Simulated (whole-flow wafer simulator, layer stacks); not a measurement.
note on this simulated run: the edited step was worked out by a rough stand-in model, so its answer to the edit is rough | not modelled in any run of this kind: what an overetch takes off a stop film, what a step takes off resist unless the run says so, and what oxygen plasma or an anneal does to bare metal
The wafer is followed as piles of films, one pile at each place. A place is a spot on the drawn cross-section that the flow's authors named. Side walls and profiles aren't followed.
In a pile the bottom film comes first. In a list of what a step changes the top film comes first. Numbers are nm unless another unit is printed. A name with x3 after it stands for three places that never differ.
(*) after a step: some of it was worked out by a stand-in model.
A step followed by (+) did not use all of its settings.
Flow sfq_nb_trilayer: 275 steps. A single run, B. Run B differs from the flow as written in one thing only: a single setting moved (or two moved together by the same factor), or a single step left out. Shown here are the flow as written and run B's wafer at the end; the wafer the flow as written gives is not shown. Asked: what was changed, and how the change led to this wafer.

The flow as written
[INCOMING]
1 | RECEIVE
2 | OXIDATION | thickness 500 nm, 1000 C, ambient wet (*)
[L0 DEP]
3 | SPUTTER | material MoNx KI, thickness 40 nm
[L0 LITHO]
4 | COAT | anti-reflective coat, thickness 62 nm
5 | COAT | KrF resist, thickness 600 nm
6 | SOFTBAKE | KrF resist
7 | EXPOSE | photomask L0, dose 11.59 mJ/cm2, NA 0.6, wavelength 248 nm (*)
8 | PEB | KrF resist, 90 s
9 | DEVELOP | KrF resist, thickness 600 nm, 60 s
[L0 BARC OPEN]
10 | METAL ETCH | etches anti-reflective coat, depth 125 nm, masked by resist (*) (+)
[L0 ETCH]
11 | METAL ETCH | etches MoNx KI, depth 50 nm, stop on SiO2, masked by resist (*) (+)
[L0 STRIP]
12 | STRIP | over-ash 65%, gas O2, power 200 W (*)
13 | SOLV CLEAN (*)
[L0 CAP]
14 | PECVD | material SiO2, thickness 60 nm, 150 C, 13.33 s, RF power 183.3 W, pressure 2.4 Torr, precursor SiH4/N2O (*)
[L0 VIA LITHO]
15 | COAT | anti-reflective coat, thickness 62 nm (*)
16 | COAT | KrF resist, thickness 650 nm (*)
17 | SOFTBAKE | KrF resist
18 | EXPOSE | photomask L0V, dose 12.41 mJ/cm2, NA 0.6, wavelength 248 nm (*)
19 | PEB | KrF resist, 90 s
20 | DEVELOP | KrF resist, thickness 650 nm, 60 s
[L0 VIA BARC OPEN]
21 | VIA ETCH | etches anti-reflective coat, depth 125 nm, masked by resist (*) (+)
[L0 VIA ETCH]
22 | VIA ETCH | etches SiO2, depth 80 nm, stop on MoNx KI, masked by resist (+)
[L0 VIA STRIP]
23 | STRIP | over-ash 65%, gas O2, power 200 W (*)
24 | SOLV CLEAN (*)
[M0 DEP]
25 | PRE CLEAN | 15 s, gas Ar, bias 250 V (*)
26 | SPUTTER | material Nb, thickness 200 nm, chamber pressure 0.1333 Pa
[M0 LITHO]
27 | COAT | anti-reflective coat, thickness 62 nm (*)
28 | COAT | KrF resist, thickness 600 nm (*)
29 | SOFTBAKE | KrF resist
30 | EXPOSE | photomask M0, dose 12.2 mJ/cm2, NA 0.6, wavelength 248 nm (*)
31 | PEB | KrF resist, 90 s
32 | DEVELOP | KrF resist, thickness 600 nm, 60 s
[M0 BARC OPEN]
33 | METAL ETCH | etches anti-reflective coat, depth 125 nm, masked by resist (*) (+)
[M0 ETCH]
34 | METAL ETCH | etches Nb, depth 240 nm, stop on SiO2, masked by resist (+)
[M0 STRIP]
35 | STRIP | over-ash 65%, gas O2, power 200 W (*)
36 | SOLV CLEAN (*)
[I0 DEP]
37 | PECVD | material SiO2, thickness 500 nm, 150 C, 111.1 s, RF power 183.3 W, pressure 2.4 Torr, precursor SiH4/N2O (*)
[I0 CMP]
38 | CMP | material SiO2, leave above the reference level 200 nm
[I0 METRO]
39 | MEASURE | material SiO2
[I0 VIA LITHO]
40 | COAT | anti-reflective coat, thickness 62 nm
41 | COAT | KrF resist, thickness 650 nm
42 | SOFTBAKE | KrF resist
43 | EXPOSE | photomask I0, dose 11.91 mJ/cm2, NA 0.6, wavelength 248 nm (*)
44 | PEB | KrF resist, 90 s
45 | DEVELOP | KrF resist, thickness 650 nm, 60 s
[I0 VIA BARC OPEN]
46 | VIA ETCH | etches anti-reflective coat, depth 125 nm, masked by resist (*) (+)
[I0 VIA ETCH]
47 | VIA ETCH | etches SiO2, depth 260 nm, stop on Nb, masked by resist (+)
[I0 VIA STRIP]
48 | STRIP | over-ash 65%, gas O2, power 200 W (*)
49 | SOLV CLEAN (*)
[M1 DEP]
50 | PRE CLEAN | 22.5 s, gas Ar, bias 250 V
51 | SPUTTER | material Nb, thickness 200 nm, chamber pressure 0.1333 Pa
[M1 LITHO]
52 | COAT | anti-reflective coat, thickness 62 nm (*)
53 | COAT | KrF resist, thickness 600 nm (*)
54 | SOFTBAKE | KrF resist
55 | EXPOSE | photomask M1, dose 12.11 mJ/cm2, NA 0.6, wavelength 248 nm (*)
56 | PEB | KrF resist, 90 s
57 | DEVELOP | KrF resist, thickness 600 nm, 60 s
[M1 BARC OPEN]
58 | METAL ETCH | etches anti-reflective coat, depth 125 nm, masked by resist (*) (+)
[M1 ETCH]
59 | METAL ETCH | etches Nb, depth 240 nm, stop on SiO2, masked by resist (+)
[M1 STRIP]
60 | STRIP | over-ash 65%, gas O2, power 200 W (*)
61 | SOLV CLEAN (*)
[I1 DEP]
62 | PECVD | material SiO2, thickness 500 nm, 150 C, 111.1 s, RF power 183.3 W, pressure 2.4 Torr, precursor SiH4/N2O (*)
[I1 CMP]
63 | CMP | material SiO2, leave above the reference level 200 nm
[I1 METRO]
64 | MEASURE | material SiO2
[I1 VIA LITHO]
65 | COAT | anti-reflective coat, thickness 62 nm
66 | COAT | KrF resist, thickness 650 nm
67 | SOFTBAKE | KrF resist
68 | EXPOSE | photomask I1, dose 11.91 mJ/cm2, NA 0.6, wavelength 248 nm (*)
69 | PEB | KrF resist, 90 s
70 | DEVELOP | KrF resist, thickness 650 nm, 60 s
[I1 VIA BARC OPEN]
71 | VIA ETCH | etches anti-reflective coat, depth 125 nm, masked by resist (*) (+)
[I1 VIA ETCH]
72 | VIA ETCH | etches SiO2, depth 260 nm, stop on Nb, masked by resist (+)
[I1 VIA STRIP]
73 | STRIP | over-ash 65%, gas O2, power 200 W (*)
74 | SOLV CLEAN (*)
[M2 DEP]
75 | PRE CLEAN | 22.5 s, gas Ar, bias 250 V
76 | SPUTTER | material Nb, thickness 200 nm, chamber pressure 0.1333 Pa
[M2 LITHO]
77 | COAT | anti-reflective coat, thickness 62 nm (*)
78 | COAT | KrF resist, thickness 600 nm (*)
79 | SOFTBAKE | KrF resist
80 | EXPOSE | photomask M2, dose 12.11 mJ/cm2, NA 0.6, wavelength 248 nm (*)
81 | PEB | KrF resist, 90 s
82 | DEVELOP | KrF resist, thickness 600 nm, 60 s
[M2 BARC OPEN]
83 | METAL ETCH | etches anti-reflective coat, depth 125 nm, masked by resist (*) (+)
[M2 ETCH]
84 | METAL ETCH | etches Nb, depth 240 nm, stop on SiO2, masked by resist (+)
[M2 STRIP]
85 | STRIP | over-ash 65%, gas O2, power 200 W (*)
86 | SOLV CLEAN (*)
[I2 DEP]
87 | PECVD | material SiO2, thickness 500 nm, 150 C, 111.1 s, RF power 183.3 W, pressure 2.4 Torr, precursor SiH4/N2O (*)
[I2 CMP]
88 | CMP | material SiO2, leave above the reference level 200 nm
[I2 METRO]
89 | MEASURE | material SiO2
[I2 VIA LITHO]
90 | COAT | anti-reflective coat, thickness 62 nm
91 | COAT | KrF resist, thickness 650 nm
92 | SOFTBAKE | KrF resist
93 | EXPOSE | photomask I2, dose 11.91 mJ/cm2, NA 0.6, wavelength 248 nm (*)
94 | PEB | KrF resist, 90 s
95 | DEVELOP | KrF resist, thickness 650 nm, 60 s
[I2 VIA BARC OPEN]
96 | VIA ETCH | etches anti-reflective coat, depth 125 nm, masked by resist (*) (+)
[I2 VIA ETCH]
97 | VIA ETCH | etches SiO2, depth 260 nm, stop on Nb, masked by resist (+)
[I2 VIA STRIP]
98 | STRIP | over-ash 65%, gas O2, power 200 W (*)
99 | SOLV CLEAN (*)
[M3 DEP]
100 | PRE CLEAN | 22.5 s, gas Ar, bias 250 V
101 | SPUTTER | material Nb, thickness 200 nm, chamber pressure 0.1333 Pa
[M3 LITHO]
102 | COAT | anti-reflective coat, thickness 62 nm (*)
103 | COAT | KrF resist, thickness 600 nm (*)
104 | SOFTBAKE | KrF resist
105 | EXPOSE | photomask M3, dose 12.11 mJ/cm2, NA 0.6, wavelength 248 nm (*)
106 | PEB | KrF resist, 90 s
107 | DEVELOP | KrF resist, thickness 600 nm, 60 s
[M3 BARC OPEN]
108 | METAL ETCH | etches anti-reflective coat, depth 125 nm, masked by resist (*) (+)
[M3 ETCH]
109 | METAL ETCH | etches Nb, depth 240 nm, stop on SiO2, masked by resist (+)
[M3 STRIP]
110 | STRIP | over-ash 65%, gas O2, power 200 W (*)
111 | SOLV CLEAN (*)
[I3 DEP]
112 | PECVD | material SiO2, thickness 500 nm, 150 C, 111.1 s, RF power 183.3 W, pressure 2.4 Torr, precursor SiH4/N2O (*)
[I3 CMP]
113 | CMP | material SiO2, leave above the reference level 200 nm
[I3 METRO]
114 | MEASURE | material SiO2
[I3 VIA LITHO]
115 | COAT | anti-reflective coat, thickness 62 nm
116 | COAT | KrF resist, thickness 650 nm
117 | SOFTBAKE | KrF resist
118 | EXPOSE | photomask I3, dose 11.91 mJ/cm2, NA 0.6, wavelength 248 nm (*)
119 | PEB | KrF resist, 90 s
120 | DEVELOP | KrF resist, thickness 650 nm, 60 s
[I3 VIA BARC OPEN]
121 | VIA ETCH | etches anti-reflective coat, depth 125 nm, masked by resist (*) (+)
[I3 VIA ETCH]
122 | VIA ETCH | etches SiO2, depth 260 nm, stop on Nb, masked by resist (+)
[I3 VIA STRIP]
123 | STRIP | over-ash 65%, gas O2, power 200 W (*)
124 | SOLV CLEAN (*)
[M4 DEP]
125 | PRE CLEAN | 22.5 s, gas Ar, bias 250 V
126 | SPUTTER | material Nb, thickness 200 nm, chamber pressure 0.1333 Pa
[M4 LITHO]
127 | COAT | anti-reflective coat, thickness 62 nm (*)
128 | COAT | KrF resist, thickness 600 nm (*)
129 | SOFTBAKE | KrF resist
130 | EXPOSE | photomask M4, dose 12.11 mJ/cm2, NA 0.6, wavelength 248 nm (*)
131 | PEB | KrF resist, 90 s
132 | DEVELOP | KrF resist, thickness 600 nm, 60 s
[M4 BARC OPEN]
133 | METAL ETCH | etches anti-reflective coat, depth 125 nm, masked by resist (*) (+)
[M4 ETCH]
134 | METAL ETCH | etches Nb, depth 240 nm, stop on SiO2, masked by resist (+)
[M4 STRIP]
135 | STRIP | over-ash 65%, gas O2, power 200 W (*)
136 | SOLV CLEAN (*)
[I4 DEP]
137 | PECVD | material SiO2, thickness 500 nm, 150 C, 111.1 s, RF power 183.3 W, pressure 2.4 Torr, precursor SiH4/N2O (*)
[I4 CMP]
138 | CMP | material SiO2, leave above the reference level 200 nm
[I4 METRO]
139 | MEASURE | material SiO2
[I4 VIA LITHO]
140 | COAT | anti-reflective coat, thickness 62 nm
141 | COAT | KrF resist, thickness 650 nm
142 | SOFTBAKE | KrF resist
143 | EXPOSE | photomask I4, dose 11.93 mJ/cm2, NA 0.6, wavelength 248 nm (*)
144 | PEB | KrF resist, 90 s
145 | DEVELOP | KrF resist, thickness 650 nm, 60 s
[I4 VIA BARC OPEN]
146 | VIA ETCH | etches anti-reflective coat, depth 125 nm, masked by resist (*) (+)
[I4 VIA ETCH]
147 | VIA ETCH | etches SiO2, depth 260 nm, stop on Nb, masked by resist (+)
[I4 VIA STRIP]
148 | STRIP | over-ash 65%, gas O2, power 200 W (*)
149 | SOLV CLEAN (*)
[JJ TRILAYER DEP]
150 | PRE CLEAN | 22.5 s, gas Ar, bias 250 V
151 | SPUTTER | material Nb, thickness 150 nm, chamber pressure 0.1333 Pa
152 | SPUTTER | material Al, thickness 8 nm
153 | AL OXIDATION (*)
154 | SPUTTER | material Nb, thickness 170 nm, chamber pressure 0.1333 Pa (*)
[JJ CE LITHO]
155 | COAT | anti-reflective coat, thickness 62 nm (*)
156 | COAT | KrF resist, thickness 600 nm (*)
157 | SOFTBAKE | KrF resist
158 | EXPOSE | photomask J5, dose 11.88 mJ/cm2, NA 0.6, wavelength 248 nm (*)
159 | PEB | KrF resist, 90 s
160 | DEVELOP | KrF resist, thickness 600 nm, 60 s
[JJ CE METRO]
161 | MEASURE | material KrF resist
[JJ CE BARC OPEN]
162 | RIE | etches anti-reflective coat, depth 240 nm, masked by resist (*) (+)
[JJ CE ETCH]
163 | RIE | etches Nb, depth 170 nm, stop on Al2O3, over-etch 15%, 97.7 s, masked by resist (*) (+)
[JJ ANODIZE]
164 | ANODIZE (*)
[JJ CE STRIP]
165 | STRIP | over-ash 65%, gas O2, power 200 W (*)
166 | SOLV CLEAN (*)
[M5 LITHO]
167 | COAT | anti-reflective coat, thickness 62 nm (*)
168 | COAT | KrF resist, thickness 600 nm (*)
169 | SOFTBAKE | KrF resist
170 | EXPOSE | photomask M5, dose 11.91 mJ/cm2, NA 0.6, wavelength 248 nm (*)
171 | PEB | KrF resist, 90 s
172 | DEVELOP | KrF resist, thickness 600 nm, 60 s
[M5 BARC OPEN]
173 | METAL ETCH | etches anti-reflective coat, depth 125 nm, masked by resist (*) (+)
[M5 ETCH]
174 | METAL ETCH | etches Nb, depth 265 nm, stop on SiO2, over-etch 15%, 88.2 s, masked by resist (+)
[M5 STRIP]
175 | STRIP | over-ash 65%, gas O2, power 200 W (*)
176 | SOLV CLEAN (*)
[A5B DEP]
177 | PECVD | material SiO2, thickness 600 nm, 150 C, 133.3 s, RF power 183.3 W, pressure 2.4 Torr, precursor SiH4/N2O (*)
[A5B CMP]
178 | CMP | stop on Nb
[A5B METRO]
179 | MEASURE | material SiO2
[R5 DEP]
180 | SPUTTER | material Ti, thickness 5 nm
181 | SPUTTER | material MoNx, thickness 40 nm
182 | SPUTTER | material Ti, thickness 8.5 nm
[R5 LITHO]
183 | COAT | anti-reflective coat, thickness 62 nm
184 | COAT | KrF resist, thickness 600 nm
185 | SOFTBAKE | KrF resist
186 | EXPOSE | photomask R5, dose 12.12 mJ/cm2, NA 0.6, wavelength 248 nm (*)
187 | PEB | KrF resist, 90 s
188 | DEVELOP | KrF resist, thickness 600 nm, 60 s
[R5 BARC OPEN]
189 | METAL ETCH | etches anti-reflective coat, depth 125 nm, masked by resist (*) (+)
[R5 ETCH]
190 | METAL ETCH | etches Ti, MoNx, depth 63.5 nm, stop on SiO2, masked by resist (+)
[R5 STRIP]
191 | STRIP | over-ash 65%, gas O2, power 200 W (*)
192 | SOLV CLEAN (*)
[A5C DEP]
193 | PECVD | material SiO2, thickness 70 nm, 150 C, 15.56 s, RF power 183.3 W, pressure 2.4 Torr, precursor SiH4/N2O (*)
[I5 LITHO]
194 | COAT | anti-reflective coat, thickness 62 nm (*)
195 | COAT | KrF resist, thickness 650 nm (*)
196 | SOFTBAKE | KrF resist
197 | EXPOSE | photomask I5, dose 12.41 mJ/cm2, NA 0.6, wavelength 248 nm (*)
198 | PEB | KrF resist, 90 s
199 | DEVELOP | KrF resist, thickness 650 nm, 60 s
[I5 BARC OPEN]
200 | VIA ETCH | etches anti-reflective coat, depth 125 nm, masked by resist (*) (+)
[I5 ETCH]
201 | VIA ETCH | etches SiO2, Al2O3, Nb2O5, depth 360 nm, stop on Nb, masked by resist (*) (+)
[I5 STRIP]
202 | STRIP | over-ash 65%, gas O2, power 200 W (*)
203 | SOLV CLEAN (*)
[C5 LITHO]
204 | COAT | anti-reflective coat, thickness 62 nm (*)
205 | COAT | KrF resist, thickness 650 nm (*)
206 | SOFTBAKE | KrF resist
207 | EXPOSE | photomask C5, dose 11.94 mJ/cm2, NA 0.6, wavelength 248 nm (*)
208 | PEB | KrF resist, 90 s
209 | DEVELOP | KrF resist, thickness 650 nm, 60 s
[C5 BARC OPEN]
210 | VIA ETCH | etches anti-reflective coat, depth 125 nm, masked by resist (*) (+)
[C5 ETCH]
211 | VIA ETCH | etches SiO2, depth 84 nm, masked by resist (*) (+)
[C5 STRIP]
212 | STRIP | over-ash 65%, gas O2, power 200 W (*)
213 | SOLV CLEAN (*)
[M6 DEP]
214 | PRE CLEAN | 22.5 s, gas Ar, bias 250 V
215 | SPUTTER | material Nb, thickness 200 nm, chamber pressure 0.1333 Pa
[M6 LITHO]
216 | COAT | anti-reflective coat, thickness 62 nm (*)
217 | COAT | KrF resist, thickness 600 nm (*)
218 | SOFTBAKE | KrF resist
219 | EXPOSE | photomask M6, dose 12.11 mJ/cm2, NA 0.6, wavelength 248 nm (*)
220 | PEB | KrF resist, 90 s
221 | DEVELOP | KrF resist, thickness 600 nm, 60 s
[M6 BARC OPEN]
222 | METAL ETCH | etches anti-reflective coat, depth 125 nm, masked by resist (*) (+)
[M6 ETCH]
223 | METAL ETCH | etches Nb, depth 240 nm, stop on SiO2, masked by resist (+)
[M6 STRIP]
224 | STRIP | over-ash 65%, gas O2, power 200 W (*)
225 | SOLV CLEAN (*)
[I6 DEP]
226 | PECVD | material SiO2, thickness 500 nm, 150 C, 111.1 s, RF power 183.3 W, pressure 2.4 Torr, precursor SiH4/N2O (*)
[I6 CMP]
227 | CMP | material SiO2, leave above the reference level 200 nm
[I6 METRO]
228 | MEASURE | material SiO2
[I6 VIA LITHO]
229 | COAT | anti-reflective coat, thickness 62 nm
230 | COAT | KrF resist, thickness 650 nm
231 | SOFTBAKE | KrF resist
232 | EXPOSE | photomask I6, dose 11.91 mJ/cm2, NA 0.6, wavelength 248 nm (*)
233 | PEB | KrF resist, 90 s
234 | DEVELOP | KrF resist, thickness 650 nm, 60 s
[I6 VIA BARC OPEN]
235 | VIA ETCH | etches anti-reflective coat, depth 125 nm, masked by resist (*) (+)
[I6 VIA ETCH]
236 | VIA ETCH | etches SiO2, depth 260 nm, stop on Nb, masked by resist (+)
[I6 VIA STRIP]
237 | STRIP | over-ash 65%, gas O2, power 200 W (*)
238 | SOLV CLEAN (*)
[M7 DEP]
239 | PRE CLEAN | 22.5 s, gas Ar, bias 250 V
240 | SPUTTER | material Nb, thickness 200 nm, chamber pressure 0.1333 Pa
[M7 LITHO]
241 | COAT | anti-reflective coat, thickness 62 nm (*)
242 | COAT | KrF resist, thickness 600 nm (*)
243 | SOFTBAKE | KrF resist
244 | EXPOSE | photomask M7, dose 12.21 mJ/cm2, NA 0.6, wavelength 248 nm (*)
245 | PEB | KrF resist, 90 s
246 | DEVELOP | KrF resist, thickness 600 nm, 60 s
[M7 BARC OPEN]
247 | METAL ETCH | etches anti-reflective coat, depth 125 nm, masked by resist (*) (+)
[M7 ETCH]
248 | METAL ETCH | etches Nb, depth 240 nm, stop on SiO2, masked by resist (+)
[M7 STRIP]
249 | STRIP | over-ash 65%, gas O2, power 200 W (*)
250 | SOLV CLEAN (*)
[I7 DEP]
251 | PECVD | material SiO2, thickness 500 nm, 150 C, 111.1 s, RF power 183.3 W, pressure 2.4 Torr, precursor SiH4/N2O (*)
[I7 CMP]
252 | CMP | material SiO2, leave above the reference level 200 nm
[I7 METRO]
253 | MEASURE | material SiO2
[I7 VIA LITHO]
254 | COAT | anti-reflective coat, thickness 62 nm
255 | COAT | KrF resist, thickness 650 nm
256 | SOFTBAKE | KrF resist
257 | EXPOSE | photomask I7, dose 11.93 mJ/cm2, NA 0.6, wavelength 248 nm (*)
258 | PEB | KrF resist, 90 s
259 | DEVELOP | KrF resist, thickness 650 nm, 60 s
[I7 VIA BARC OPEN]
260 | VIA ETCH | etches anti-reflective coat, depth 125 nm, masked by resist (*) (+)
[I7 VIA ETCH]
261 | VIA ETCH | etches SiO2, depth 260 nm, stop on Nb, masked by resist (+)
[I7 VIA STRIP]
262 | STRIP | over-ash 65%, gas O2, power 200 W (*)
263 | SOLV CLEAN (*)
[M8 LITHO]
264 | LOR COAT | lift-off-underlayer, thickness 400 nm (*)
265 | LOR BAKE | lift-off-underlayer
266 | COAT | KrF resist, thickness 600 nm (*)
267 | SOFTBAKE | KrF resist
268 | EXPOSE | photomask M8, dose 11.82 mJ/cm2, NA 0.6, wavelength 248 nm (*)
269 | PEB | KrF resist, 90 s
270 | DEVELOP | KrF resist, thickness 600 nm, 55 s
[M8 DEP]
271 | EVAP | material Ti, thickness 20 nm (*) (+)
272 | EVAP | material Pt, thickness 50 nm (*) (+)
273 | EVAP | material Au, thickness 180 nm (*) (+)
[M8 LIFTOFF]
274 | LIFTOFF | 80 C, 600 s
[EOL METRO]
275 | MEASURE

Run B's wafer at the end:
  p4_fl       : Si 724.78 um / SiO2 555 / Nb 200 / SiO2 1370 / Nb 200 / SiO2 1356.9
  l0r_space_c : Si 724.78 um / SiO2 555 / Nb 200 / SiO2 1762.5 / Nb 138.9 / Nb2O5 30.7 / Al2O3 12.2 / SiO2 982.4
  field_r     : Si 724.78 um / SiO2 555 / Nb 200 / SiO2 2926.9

Cause: step 154, SPUTTER: thickness 151 nm was run, whereas the flow has thickness 170 nm.

The path from the change to this, step by step:
  154 | SPUTTER | material Nb, thickness 170 nm, chamber pressure 0.1333 Pa (*)
      field_l, v_sur, via_sp and 100 more: Nb gains 151 (new film) (as written it would have been: Nb gains 170 (new film))
      via_wl, via_wr: Nb gains 124.9 (new film) (as written it would have been: Nb gains 140.7 (new film))
      (also at 1 further place)
  155 | COAT | anti-reflective coat, thickness 62 nm (*)
      via_wl, via_wr: anti-reflective coat gains 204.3 (new film) (as written it would have been: anti-reflective coat gains 209.4 (new film))
  162 | RIE | etches anti-reflective coat, depth 240 nm, masked by resist (*) (+)
      ce_l, c5j, ce_r, wl_jj: KrF resist loses 204.3 (as written it would have been: KrF resist loses 209.4)
      via_wl, via_wr: anti-reflective coat loses 204.3 (all of it) (as written it would have been: anti-reflective coat loses 209.4 (all of it))
  163 | RIE | etches Nb, depth 170 nm, stop on Al2O3, over-etch 15%, 97.7 s, masked by resist (*) (+)
      field_l, v_sur, via_sp and 96 more: Nb loses 151 (all of it), Al2O3 loses 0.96 (all of it) (as written it would have been: Nb loses 170 (all of it), Al2O3 loses 0.51)
      via_wl, via_wr: Nb loses 124.9 (all of it), Al2O3 loses 0.96 (all of it) (as written it would have been: Nb loses 140.7 (all of it), Al2O3 loses 0.96 (all of it))
      (also at 1 further place)
  164 | ANODIZE (*)
      field_l, v_sur, via_sp and 96 more: Al2O3 gains 12.2 (new film), Nb2O5 gains 30.7 (new film), Al loses 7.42 (all of it), Nb loses 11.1 (as written it would have been: Al2O3 gains 12.2, Nb2O5 gains 29.9 (new film), Al loses 7.42 (all of it), Nb loses 10.8)
  167 | COAT | anti-reflective coat, thickness 62 nm (*)
      wl_j_sl, wl_j_sr: anti-reflective coat gains 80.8 (new film) (as written it would have been: anti-reflective coat gains 83.3 (new film))
      jj_sur: anti-reflective coat gains 80.2 (new film) (as written it would have been: anti-reflective coat gains 82.6 (new film))
      (also at 5 further places)
  168 | COAT | KrF resist, thickness 600 nm (*)
      ce_l: KrF resist gains 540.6 (new film) (as written it would have been: KrF resist gains 528.3 (new film))
      c5j: KrF resist gains 519.5 (new film) (as written it would have been: KrF resist gains 507.6 (new film))
      (also at 2 further places)
  174 | METAL ETCH | etches Nb, depth 265 nm, stop on SiO2, over-etch 15%, 88.2 s, masked by resist (+)
      field_l, r_sur, res and 50 more: Al2O3 loses 12.2 (all of it), Nb2O5 loses 30.7 (all of it), Nb loses 138.9 (all of it), SiO2 loses 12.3 (as written it would have been: Al2O3 loses 12.6 (all of it), Nb2O5 loses 29.9 (all of it), Nb loses 139.2 (all of it), SiO2 loses 12.3)
  175 | STRIP | over-ash 65%, gas O2, power 200 W (*)
      jj_sur: KrF resist loses 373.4 (all of it), anti-reflective coat loses 80.2 (all of it) (as written it would have been: KrF resist loses 374.7 (all of it), anti-reflective coat loses 82.6 (all of it))
      ce_l: KrF resist loses 311.9 (all of it), anti-reflective coat loses 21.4 (all of it) (as written it would have been: KrF resist loses 299.6 (all of it), anti-reflective coat loses 19.6 (all of it))
      (also at 6 further places)
  178 | CMP | stop on Nb
      v_sur, via_sp, via_v and 43 more: SiO2 loses 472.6 (as written it would have been: SiO2 loses 453.5)
      field_l, p4_fl, p4_fm and 39 more: SiO2 loses 278.3 (as written it would have been: SiO2 loses 259.3)
      (also at 14 further places)
  201 | VIA ETCH | etches SiO2, Al2O3, Nb2O5, depth 360 nm, stop on Nb, masked by resist (*) (+)
      be: SiO2 loses 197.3 (all of it), Al2O3 loses 12.2 (all of it), Nb2O5 loses 30.7 (all of it) (as written it would have been: SiO2 loses 216.4 (all of it), Al2O3 loses 12.7 (all of it), Nb2O5 loses 29.9 (all of it))
  204 | COAT | anti-reflective coat, thickness 62 nm (*)
      be: anti-reflective coat gains 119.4 (new film) (as written it would have been: anti-reflective coat gains 122.2 (new film))
  212 | STRIP | over-ash 65%, gas O2, power 200 W (*)
      be: KrF resist loses 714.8 (all of it), anti-reflective coat loses 119.4 (all of it) (as written it would have been: KrF resist loses 728.2 (all of it), anti-reflective coat loses 122.2 (all of it))
  215 | SPUTTER | material Nb, thickness 200 nm, chamber pressure 0.1333 Pa
      be: Nb gains 151.6 (as written it would have been: Nb gains 147.3)
  216 | COAT | anti-reflective coat, thickness 62 nm (*)
      be: anti-reflective coat gains 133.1 (new film) (as written it would have been: anti-reflective coat gains 136.7 (new film))
  217 | COAT | KrF resist, thickness 600 nm (*)
      be: KrF resist gains 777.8 (new film) (as written it would have been: KrF resist gains 793.9 (new film))
  ... and 1 more step ...
  226 | PECVD | material SiO2, thickness 500 nm, 150 C, 111.1 s, RF power 183.3 W, pressure 2.4 Torr, precursor SiH4/N2O (*)
      be: SiO2 gains 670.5 (new film) (as written it would have been: SiO2 gains 693.5 (new film))
